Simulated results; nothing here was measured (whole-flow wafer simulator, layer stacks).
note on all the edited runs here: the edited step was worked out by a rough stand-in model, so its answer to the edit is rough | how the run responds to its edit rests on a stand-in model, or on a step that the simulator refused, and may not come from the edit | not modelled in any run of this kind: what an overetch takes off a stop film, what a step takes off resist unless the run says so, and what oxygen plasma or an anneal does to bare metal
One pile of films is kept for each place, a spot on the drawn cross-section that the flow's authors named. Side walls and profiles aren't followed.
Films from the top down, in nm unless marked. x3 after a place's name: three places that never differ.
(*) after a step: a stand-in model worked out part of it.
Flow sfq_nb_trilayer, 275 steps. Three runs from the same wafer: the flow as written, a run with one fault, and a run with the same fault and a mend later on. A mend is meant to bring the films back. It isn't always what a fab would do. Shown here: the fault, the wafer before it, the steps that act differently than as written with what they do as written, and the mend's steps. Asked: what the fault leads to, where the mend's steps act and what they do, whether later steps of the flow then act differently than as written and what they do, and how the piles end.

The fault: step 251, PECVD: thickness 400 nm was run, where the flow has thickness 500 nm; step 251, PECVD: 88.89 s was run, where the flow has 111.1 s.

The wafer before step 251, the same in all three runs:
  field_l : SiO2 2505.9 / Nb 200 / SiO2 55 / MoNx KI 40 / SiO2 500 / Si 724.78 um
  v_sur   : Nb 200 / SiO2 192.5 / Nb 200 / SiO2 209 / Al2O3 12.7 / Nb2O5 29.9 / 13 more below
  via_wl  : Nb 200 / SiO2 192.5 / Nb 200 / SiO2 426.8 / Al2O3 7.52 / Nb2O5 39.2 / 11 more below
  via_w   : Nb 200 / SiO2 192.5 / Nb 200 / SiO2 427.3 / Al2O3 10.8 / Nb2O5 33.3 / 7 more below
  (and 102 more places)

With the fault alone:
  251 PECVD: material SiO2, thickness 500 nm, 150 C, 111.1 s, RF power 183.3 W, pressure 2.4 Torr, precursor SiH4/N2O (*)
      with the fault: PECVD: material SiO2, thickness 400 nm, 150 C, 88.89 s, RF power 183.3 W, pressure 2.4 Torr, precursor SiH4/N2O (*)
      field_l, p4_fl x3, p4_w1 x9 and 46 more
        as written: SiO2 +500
        with the fault: SiO2 +400
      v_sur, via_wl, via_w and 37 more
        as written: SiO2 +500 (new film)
        with the fault: SiO2 +400 (new film)
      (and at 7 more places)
  Later steps of the flow that act differently than as written (7 more steps differ only slightly, by at most 2% or 0.5 nm, whichever is larger, and aren't shown):
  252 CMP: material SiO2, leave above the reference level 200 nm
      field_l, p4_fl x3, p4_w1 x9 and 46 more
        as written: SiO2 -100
        with the fault: nothing
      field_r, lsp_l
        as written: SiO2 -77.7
        with the fault: nothing
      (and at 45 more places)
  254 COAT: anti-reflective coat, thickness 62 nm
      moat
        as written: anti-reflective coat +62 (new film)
        with the fault: anti-reflective coat +60.4 (new film)
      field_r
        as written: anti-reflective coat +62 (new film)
        with the fault: anti-reflective coat +68.2 (new film)
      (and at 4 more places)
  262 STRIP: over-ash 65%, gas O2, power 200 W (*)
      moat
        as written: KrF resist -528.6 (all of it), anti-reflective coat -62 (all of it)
        with the fault: KrF resist -527.6 (all of it), anti-reflective coat -60.4 (all of it)
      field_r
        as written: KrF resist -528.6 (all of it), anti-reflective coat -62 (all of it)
        with the fault: KrF resist -535.2 (all of it), anti-reflective coat -68.2 (all of it)
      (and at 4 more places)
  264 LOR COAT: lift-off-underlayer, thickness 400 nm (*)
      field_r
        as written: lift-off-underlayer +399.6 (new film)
        with the fault: lift-off-underlayer +410.8 (new film)
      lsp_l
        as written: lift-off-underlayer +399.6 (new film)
        with the fault: lift-off-underlayer +410.2 (new film)
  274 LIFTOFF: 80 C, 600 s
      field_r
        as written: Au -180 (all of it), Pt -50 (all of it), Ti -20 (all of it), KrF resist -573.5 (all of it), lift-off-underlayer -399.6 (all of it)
        with the fault: Au -180 (all of it), Pt -50 (all of it), Ti -20 (all of it), KrF resist -576.4 (all of it), lift-off-underlayer -410.8 (all of it)
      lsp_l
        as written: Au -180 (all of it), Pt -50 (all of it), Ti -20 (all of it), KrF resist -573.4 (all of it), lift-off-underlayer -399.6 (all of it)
        with the fault: Au -180 (all of it), Pt -50 (all of it), Ti -20 (all of it), KrF resist -576.8 (all of it), lift-off-underlayer -410.2 (all of it)
  At the end the piles differ from the flow's only slightly at the places that both follow, by at most 2% or 0.5 nm, whichever is larger.

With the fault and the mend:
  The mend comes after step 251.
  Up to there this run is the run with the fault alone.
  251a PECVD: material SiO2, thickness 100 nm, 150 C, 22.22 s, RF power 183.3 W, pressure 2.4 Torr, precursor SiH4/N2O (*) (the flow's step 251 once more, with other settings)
      field_l, v_sur, via_wl and 98 more
        SiO2 +100
      field_r, lsp_l
        SiO2 +96.2
      l0_sur, l0v
        SiO2 +97.8
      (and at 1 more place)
  Later steps of the flow that act differently than as written:
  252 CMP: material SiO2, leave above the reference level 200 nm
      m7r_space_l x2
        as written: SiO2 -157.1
        with the mend: SiO2 -100
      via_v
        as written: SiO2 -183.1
        with the mend: SiO2 -145.7
  At the end the piles are the same as the flow's at every place that both follow.
